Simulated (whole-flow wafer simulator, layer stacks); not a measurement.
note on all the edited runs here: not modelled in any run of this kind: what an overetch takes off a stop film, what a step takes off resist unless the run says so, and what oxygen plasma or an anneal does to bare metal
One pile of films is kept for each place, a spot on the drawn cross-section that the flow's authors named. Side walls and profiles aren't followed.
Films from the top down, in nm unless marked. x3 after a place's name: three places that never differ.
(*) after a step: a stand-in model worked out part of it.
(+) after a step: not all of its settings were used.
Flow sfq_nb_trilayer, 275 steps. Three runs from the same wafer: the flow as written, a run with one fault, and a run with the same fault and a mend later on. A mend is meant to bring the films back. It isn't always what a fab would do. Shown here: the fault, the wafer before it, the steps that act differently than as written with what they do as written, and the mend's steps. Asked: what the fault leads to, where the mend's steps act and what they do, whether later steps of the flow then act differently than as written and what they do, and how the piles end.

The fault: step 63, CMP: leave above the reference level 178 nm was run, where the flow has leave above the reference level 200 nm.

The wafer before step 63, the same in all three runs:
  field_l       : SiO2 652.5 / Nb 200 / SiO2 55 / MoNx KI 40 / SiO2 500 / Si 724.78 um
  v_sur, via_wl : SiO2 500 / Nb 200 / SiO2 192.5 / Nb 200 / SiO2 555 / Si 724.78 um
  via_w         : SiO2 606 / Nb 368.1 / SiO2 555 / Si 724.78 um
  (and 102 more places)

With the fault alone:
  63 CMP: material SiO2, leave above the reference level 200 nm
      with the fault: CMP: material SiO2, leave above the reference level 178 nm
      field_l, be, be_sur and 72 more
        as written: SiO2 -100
        with the fault: SiO2 -122
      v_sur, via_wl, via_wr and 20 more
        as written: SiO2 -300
        with the fault: SiO2 -322
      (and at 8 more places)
  Later steps of the flow that act differently than as written (3 more steps differ only slightly, by at most 2% or 0.5 nm, whichever is larger, and aren't shown):
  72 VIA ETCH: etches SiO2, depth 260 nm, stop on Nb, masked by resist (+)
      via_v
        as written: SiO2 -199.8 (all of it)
        with the fault: SiO2 -177.8 (all of it)
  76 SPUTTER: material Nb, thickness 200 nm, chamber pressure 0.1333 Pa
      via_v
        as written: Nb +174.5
        with the fault: Nb +179.1
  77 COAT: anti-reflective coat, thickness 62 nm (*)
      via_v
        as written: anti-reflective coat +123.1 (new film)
        with the fault: anti-reflective coat +116.8 (new film)
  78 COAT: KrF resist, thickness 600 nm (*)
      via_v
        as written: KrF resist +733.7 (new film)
        with the fault: KrF resist +716.7 (new film)
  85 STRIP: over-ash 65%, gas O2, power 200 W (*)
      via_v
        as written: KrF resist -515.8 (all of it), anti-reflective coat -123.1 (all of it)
        with the fault: KrF resist -498.8 (all of it), anti-reflective coat -116.8 (all of it)
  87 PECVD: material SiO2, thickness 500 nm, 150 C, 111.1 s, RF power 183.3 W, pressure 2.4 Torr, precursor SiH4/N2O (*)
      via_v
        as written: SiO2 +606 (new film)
        with the fault: SiO2 +554.9 (new film)
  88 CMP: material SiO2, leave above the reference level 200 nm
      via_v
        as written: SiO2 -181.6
        with the fault: SiO2 -157.1
  At the end the piles differ from the flow's by more than 2% or 0.5 nm, whichever is larger, at v_sur, via_wl, via_w and 29 more.
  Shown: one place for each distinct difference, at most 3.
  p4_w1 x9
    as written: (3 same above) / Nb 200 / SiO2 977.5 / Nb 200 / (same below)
    with the fault: (3 same above) / Nb 200 / SiO2 955.5 / Nb 200 / (same below)
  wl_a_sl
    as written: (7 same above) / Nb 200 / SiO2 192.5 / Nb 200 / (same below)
    with the fault: (7 same above) / Nb 200 / SiO2 170.5 / Nb 200 / (same below)
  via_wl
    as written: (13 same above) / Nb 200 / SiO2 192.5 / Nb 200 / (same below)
    with the fault: (13 same above) / Nb 200 / SiO2 170.5 / Nb 200 / (same below)

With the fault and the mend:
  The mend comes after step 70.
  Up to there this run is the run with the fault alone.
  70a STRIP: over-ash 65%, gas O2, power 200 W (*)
      field_l, v_sur, via_wl and 102 more
        KrF resist -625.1 (all of it), anti-reflective coat -62 (all of it)
      via_v
        anti-reflective coat -62 (all of it)
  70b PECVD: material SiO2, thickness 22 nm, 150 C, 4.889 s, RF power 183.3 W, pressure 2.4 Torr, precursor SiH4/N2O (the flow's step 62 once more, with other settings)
      field_l, v_sur, via_wl and 103 more
        SiO2 +22
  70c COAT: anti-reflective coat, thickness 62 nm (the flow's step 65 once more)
      field_l, v_sur, via_wl and 103 more
        anti-reflective coat +62 (new film)
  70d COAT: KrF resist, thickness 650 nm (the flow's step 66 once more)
      field_l, v_sur, via_wl and 103 more
        KrF resist +650 (new film)
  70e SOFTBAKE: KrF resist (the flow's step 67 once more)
      changes no film at any place that is followed
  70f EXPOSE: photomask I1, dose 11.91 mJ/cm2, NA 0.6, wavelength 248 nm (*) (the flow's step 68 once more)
      changes no film at any place that is followed
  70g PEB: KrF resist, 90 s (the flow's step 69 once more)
      field_l, v_sur, via_wl and 103 more
        KrF resist -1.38
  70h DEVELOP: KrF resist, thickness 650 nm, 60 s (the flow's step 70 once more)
      field_l, v_sur, via_wl and 102 more
        KrF resist -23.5
      via_v
        KrF resist -648.6 (all of it)
  No later step of the flow acts differently than as written, at any place that is followed, by more than 2% or 0.5 nm, whichever is larger.
  At the end the piles differ from the flow's only slightly at the places that both follow, by at most 2% or 0.5 nm, whichever is larger.
